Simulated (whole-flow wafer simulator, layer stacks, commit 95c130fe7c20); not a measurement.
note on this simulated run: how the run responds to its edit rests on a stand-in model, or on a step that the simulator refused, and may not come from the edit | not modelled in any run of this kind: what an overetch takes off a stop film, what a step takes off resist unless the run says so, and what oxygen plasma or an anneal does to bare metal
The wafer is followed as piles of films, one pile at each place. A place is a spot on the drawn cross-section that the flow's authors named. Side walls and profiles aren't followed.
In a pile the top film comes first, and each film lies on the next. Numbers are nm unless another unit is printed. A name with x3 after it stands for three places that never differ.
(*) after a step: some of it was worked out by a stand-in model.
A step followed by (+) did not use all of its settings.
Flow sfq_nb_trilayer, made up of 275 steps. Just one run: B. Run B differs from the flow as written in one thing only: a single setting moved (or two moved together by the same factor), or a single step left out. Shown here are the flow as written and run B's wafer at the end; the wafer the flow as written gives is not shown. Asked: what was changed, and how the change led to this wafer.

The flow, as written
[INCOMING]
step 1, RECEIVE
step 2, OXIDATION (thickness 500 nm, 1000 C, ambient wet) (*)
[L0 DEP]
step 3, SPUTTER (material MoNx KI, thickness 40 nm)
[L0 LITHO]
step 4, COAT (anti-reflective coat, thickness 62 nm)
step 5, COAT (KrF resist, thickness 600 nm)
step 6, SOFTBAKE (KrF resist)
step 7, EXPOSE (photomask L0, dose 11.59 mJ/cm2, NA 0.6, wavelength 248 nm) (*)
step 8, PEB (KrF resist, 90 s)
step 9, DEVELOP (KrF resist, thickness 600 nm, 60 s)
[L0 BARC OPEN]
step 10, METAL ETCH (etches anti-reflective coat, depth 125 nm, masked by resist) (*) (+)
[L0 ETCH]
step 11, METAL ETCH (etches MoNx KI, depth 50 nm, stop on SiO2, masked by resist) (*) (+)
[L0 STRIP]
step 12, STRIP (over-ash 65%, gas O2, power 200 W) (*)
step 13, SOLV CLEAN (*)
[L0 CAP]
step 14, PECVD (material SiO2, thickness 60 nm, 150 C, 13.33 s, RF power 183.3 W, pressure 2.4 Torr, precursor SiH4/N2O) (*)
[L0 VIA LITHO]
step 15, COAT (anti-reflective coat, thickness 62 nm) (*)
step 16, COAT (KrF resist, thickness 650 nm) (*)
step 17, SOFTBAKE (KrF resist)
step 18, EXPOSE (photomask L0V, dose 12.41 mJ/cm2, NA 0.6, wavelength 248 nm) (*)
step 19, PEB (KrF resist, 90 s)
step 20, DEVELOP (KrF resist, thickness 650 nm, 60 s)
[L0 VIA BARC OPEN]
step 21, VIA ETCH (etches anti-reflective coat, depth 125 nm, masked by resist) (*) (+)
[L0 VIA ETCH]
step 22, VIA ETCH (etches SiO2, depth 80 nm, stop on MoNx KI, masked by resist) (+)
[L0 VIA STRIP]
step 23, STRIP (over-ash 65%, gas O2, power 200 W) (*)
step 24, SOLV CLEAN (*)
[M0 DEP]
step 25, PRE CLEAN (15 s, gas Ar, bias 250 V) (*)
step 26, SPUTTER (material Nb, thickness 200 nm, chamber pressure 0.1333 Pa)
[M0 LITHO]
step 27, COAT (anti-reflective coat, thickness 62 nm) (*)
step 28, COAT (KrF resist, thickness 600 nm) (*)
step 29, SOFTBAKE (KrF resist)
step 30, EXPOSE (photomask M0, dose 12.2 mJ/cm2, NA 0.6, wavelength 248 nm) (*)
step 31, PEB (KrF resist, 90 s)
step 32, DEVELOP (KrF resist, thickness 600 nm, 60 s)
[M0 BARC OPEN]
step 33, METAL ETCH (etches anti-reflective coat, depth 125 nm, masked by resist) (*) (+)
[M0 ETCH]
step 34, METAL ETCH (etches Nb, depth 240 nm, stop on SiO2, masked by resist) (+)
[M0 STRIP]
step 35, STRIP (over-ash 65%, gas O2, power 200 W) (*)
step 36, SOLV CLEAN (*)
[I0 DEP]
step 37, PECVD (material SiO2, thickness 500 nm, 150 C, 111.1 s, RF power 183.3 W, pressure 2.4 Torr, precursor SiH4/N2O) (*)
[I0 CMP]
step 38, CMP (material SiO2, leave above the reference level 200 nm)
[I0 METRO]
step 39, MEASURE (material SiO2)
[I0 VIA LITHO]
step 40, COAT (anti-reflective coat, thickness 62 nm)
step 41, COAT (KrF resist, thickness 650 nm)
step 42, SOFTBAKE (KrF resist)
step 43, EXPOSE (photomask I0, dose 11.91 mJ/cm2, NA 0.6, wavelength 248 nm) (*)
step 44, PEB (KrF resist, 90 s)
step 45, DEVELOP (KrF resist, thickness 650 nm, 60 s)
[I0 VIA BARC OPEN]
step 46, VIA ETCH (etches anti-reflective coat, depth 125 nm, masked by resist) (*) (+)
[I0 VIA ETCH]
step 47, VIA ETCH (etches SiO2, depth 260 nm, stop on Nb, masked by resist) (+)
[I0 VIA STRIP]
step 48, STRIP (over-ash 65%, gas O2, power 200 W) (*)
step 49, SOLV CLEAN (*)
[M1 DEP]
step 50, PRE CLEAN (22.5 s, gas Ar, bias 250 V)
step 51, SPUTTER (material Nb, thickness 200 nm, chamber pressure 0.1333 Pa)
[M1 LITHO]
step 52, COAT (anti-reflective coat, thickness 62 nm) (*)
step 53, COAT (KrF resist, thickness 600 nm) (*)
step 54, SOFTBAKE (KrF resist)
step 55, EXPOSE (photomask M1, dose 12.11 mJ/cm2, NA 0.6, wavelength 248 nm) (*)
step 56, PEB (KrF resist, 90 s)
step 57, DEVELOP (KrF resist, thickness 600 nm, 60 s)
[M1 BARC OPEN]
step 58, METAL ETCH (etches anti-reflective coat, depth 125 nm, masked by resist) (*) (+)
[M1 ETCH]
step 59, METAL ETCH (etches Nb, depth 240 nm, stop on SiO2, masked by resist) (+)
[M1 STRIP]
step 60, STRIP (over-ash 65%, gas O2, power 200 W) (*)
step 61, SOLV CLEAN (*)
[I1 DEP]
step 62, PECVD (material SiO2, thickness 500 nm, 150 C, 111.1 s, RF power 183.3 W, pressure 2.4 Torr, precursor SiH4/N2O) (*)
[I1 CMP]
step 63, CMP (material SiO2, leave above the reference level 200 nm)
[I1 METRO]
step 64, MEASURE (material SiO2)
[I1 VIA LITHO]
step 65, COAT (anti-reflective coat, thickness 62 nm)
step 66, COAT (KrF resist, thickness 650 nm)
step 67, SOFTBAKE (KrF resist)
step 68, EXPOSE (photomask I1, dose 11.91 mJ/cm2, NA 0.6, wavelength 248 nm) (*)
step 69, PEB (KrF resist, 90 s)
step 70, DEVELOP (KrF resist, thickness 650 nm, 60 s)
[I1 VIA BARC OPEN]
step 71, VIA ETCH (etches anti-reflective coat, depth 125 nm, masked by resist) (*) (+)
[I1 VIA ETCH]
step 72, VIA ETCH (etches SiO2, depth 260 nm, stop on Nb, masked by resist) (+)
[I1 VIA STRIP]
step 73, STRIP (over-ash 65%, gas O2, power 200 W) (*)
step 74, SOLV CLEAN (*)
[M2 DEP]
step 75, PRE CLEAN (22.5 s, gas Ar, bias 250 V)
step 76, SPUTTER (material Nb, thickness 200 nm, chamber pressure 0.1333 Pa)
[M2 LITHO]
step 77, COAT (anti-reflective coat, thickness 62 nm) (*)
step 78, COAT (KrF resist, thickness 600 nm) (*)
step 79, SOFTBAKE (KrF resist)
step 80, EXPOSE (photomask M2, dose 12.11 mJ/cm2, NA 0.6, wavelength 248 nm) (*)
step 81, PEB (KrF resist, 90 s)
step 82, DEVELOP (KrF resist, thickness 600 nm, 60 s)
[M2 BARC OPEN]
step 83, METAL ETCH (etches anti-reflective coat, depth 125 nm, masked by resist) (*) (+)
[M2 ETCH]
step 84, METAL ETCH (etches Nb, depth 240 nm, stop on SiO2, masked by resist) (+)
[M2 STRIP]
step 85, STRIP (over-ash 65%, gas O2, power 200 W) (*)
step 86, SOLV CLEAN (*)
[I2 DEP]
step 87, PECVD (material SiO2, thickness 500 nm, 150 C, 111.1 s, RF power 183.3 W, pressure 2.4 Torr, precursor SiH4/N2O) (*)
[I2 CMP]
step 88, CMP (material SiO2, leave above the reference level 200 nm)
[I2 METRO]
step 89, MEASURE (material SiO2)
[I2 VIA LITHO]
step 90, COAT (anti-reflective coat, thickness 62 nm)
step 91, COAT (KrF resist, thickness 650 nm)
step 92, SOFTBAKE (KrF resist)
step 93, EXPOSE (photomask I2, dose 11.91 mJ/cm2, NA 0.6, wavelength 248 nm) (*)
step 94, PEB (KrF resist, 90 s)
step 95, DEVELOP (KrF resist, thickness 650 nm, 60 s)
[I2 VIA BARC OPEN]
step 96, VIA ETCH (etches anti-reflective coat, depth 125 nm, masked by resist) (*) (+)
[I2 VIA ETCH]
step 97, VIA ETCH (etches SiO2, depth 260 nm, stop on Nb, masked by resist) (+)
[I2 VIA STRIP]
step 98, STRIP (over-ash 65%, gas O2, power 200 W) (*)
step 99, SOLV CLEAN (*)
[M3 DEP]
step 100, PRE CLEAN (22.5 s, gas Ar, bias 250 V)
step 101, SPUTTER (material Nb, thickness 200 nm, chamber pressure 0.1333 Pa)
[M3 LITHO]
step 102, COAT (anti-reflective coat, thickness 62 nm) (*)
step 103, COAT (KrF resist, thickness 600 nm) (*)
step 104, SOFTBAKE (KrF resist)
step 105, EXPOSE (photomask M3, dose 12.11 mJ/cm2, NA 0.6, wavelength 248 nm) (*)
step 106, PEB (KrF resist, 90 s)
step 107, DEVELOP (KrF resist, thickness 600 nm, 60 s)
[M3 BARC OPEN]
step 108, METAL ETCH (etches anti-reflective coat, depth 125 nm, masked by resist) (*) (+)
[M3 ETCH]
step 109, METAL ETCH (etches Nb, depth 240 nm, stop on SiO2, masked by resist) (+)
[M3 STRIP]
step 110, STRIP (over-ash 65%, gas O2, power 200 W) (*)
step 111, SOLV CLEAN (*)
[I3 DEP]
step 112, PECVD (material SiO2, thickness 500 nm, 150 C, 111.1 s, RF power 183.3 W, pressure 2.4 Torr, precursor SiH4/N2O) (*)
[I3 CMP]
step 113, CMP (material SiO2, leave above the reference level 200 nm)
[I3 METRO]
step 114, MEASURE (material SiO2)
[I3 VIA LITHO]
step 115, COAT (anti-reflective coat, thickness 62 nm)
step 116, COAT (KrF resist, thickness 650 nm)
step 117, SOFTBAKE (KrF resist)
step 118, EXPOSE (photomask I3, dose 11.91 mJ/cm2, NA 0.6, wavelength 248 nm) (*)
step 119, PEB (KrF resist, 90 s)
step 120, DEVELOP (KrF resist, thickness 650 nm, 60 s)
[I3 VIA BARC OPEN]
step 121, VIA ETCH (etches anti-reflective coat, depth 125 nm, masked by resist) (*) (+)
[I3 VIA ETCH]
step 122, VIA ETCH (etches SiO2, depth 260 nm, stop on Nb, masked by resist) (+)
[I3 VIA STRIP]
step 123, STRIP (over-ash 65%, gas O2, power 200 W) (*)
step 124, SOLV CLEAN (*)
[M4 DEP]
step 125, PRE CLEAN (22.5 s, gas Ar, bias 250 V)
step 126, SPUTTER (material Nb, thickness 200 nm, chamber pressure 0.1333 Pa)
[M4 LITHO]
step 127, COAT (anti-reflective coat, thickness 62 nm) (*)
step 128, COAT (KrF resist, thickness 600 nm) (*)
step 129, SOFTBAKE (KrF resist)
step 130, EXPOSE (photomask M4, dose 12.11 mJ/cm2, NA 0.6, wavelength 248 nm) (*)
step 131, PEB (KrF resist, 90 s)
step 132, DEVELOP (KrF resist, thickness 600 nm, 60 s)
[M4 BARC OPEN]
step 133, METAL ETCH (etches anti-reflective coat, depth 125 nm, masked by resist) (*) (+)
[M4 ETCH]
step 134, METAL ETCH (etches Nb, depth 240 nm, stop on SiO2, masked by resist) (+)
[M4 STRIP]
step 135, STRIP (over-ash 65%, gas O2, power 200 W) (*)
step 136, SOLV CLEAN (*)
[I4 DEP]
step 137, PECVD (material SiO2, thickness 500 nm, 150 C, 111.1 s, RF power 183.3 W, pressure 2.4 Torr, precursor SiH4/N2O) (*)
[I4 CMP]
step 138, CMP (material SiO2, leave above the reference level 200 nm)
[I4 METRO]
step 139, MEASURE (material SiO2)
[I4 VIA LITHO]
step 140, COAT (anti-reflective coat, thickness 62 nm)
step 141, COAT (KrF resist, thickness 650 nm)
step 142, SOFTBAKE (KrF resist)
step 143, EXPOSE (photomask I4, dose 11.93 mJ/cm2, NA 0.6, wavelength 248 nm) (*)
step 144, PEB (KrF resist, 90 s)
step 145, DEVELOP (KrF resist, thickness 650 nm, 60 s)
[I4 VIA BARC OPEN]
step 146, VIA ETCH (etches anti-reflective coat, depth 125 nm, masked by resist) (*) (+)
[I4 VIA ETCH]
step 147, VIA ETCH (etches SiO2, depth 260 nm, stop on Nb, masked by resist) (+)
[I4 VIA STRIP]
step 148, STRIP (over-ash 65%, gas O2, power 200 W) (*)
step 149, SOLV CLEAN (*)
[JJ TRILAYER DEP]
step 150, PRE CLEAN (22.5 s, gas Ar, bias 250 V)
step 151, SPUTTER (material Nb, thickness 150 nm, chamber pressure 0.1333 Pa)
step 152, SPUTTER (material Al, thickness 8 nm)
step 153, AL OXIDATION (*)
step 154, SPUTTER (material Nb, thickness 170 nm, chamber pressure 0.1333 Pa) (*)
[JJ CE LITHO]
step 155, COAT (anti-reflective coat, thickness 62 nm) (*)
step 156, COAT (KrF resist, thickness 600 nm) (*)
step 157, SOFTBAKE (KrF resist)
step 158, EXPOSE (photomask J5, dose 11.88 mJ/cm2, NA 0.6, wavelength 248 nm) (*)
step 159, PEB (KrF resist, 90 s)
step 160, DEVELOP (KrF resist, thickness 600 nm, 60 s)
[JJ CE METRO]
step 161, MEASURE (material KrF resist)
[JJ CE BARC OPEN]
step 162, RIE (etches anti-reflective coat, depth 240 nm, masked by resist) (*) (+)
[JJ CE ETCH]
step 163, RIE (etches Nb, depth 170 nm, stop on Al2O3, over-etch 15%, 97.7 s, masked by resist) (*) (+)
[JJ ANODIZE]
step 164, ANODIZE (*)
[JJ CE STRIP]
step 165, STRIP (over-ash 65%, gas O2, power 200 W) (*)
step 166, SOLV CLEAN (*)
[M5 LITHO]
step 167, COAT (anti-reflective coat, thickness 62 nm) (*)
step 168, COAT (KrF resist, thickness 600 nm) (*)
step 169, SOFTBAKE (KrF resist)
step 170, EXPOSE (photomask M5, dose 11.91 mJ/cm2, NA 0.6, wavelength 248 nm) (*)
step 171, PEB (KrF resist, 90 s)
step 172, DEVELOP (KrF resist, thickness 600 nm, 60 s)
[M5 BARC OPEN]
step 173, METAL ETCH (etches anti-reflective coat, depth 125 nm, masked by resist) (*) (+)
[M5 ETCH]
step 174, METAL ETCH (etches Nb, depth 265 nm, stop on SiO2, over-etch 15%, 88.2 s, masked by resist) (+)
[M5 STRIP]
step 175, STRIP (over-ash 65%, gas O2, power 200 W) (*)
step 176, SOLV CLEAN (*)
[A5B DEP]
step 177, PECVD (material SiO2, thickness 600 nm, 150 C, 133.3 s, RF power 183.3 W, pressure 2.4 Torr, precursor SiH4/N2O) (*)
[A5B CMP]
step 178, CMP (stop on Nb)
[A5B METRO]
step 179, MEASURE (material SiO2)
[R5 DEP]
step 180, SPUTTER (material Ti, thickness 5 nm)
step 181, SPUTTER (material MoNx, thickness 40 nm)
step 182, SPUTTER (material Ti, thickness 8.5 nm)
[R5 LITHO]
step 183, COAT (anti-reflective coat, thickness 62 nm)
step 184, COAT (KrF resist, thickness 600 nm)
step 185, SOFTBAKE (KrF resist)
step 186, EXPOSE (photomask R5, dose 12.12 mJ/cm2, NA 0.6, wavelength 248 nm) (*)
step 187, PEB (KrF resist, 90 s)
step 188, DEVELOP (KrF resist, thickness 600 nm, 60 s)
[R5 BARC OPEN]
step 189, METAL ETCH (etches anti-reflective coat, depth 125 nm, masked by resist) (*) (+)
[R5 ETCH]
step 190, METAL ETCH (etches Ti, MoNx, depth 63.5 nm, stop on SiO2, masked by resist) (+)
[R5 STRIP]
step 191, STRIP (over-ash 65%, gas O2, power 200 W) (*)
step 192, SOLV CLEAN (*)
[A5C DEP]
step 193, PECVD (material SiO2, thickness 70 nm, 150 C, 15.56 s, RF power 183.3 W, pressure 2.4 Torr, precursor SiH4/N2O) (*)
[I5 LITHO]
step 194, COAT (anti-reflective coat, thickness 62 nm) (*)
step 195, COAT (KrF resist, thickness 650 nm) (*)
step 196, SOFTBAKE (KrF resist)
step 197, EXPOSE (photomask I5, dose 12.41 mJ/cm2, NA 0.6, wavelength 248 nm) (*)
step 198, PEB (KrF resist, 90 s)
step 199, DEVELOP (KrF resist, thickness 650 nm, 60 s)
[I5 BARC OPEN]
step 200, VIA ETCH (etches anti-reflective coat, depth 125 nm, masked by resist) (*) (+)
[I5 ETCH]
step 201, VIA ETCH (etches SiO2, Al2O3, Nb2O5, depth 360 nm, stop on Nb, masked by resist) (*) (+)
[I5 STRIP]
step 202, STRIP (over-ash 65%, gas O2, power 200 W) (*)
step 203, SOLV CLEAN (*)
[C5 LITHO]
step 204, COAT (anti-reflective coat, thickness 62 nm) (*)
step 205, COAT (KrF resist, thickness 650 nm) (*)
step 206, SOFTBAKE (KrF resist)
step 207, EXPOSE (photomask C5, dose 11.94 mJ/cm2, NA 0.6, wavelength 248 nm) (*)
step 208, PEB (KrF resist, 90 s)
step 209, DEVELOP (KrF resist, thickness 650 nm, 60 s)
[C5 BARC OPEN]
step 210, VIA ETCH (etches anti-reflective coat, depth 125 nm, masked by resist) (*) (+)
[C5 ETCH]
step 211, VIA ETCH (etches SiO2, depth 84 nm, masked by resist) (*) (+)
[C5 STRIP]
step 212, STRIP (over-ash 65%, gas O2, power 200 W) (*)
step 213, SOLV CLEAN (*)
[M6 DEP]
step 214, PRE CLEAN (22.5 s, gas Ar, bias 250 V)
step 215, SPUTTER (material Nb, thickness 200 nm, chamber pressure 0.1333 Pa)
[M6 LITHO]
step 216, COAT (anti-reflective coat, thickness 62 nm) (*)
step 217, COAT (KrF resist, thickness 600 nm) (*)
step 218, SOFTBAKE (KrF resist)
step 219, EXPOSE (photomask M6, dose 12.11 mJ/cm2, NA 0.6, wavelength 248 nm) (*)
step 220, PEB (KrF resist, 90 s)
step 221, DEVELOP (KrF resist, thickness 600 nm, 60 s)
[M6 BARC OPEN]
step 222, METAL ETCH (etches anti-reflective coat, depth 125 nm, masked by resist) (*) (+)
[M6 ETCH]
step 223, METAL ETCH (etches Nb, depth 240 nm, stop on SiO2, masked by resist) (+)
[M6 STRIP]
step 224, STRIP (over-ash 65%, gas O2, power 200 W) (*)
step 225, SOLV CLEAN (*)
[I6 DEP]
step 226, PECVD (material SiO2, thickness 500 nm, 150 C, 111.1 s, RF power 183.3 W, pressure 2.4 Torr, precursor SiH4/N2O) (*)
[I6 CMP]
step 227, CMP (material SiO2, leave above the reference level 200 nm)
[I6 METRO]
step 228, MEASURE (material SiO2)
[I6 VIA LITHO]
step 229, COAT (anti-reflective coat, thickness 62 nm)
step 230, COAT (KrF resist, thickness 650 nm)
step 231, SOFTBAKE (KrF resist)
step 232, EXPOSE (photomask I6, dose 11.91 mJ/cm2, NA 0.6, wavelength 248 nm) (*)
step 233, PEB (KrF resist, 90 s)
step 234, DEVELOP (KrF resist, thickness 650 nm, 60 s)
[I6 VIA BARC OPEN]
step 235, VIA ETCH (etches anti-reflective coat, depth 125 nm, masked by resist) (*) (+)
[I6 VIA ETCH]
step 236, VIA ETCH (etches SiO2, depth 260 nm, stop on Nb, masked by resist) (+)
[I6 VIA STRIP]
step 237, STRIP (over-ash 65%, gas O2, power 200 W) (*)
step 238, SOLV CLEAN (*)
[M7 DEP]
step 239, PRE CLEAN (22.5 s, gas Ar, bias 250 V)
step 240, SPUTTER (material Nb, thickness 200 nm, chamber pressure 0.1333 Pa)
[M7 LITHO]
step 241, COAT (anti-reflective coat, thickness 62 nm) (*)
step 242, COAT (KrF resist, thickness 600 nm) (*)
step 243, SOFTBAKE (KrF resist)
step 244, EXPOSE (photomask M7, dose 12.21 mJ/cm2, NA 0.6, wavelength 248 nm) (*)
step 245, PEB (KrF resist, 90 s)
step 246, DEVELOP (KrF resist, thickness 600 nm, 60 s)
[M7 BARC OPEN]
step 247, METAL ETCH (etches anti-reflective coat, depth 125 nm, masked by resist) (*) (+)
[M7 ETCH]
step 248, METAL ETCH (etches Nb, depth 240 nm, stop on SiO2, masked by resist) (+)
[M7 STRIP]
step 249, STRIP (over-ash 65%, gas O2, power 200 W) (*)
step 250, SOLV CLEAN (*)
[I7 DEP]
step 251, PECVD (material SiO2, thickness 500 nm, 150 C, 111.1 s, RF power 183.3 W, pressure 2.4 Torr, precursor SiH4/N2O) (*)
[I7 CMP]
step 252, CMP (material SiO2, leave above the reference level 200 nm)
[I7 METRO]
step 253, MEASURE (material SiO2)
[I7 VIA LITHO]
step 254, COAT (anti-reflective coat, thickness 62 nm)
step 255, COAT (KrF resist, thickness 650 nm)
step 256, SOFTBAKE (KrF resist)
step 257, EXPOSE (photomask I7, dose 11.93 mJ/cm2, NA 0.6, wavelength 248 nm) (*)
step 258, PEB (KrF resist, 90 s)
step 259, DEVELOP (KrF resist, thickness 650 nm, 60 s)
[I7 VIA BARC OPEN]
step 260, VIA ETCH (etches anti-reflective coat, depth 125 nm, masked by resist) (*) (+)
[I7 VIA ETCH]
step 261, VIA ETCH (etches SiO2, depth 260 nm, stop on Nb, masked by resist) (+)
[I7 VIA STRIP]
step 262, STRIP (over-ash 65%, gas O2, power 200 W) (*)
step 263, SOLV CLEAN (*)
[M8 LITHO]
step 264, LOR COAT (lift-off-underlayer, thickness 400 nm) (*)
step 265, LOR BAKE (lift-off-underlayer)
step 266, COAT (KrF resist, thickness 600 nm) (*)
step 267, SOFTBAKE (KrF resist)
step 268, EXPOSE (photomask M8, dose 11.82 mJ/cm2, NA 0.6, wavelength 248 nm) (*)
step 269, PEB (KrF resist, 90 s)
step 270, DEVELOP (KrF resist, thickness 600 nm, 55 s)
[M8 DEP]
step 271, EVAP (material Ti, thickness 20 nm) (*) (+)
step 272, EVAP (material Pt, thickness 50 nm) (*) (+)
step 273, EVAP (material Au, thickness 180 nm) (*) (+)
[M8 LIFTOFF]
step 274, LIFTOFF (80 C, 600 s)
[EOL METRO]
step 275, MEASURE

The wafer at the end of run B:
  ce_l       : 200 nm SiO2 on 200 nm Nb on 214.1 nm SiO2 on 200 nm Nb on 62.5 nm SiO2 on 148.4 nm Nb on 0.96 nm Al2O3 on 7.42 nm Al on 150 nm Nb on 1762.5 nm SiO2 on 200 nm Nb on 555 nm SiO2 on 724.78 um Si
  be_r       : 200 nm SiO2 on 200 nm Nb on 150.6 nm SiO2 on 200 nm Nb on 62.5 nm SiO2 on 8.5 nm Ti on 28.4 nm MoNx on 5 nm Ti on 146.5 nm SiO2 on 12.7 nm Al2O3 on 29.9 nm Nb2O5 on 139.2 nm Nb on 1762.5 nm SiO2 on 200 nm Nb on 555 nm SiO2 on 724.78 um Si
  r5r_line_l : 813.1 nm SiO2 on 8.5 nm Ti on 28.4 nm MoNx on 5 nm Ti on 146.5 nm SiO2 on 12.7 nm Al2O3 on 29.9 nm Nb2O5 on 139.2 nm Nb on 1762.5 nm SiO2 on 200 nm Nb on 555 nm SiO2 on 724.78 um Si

What caused this: step 181, SPUTTER: thickness 28.4 nm was run, while the flow as written has thickness 40 nm.
One can read it off the wafer: be_r has MoNx 28.4, and step 181 as written asks for 40 nm.

Step by step, how the change led to this:
  step 181, SPUTTER (material MoNx, thickness 40 nm)
      field_l, v_sur, via_wl and 103 more: MoNx gains 28.4 (new film) (in the flow as written it would be: MoNx gains 40 (new film))
  step 190, METAL ETCH (etches Ti, MoNx, depth 63.5 nm, stop on SiO2, masked by resist) (+)
      field_l, v_sur, via_wl and 92 more: Ti loses 8.5 (all of it), MoNx loses 28.4 (all of it), Ti loses 5 (all of it) (in the flow as written it would be: Ti loses 8.5 (all of it), MoNx loses 40 (all of it), Ti loses 5 (all of it))
      ce_l, c5j, ce_r, wl_jj: Ti loses 8.5 (all of it), MoNx loses 28.4 (all of it), Ti loses 5 (all of it), Nb loses 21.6 (in the flow as written it would be: Ti loses 8.5 (all of it), MoNx loses 40 (all of it), Ti loses 5 (all of it), Nb loses 10)
  step 194, COAT (anti-reflective coat, thickness 62 nm) (*)
      wl_j_sl, wl_j_sr: anti-reflective coat gains 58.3 (new film) (in the flow as written it would be: anti-reflective coat gains 60.2 (new film))
      r5r_spacepad_l, r5r_spacepad_r: anti-reflective coat gains 79.4 (new film) (in the flow as written it would be: anti-reflective coat gains 84.4 (new film))
      (and at 12 other places as well)
  step 202, STRIP (over-ash 65%, gas O2, power 200 W) (*)
      wl_j_sl, wl_j_sr: KrF resist loses 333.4 (all of it), anti-reflective coat loses 58.3 (all of it) (in the flow as written it would be: KrF resist loses 333.3 (all of it), anti-reflective coat loses 60.2 (all of it))
      r5r_spacepad_l, r5r_spacepad_r: KrF resist loses 335.2 (all of it), anti-reflective coat loses 79.4 (all of it) (in the flow as written it would be: KrF resist loses 335.6 (all of it), anti-reflective coat loses 84.4 (all of it))
      (and at 12 other places as well)
  step 204, COAT (anti-reflective coat, thickness 62 nm) (*)
      wl_j_sl, wl_j_sr: anti-reflective coat gains 58.3 (new film) (in the flow as written it would be: anti-reflective coat gains 60.2 (new film))
      r5r_spacepad_l, r5r_spacepad_r: anti-reflective coat gains 79.4 (new film) (in the flow as written it would be: anti-reflective coat gains 84.4 (new film))
      (and at 12 other places as well)
  step 210, VIA ETCH (etches anti-reflective coat, depth 125 nm, masked by resist) (*) (+)
      c5j: anti-reflective coat loses 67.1 (all of it), SiO2 loses 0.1 (in the flow as written it would be: anti-reflective coat loses 63.9 (all of it), SiO2 loses 0.11)
  step 212, STRIP (over-ash 65%, gas O2, power 200 W) (*)
      wl_j_sl, wl_j_sr: KrF resist loses 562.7 (all of it), anti-reflective coat loses 58.3 (all of it) (in the flow as written it would be: KrF resist loses 563.4 (all of it), anti-reflective coat loses 60.2 (all of it))
      r5r_spacepad_l, r5r_spacepad_r: KrF resist loses 564.4 (all of it), anti-reflective coat loses 79.4 (all of it) (in the flow as written it would be: KrF resist loses 565.8 (all of it), anti-reflective coat loses 84.4 (all of it))
      (and at 11 other places as well)
  step 216, COAT (anti-reflective coat, thickness 62 nm) (*)
      wl_j_sl, wl_j_sr: anti-reflective coat gains 58.3 (new film) (in the flow as written it would be: anti-reflective coat gains 60.2 (new film))
      r5r_line_l, r5r_line_c: anti-reflective coat gains 51.9 (new film) (in the flow as written it would be: anti-reflective coat gains 50 (new film))
      (and at 12 other places as well)
  step 222, METAL ETCH (etches anti-reflective coat, depth 125 nm, masked by resist) (*) (+)
      r5r_line_l, r5r_line_c: anti-reflective coat loses 51.9 (all of it) (in the flow as written it would be: anti-reflective coat loses 50 (all of it))
      r5r_spacepad_l, r5r_spacepad_r: anti-reflective coat loses 80.1 (all of it) (in the flow as written it would be: anti-reflective coat loses 85.7 (all of it))
      (and at 2 other places as well)
  step 224, STRIP (over-ash 65%, gas O2, power 200 W) (*)
      wl_j_sl, wl_j_sr: KrF resist loses 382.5 (all of it), anti-reflective coat loses 58.3 (all of it) (in the flow as written it would be: KrF resist loses 382.5 (all of it), anti-reflective coat loses 60.2 (all of it))
      jj_sur: KrF resist loses 378 (all of it), anti-reflective coat loses 53.8 (all of it) (in the flow as written it would be: KrF resist loses 378.5 (all of it), anti-reflective coat loses 56.1 (all of it))
      (and at 7 other places as well)
  step 226, PECVD (material SiO2, thickness 500 nm, 150 C, 111.1 s, RF power 183.3 W, pressure 2.4 Torr, precursor SiH4/N2O) (*)
      r5r_spacepad_l, r5r_spacepad_r: SiO2 gains 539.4 (in the flow as written it would be: SiO2 gains 553.5)
  step 227, CMP (material SiO2, leave above the reference level 200 nm)
      ce_l, ce_r, wl_jj: SiO2 loses 278.4 (in the flow as written it would be: SiO2 loses 290)
      be_r, r_sur, r_end: SiO2 loses 341.9 (in the flow as written it would be: SiO2 loses 353.5)
      (and at 7 other places as well)
